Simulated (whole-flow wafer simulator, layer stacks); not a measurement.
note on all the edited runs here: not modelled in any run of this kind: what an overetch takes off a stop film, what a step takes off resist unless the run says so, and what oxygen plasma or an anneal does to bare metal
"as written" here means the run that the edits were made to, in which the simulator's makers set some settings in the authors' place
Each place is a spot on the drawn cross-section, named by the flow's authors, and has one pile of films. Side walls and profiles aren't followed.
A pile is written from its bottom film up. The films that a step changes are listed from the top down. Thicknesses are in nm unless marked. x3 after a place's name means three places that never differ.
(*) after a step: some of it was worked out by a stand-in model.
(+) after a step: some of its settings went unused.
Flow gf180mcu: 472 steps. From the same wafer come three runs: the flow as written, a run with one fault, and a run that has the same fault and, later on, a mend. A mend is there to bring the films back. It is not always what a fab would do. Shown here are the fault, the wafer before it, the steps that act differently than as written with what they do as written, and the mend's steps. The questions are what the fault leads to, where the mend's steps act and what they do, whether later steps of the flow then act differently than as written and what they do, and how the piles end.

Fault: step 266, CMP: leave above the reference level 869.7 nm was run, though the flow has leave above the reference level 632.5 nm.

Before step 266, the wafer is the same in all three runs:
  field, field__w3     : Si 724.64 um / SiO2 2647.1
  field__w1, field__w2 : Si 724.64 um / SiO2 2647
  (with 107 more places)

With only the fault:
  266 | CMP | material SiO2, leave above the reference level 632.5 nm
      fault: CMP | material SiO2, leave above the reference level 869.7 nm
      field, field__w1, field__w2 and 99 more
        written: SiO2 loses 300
        fault: SiO2 loses 62.8
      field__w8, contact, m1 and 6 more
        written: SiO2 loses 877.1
        fault: SiO2 loses 639.9
  Later steps of the flow acting differently than as written:
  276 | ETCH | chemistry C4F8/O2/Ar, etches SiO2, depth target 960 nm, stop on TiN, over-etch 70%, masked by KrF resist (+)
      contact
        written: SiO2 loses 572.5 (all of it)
        fault: SiO2 loses 809.7 (all of it)
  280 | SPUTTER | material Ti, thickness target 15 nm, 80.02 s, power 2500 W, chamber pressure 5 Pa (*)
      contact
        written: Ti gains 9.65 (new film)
        fault: Ti gains 8.41 (new film)
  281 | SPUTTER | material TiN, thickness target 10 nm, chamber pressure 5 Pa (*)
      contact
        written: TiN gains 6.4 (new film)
        fault: TiN gains 5.57 (new film)
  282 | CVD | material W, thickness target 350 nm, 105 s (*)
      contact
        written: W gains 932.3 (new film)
        fault: W gains 1171.6 (new film)
  At field, field__w1, field__w2 and 109 more, the piles at the end differ from the flow's by more than 2% or 0.5 nm, whichever is larger.
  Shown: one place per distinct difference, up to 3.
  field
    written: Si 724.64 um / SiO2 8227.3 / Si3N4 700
    fault: Si 724.64 um / SiO2 8464.5 / Si3N4 700
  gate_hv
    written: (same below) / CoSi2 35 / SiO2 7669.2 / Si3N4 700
    fault: (same below) / CoSi2 35 / SiO2 7906.4 / Si3N4 700
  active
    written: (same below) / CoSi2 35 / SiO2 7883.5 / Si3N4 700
    fault: (same below) / CoSi2 35 / SiO2 8120.7 / Si3N4 700

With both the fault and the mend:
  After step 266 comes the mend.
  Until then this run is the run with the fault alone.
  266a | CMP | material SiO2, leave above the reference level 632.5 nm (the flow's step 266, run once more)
      field, field__w1, field__w2 and 108 more
        SiO2 loses 237.2
  None of the later steps of the flow acts differently than as written at any place that is followed.
  By the end, the piles equal the flow's at every place that both follow.
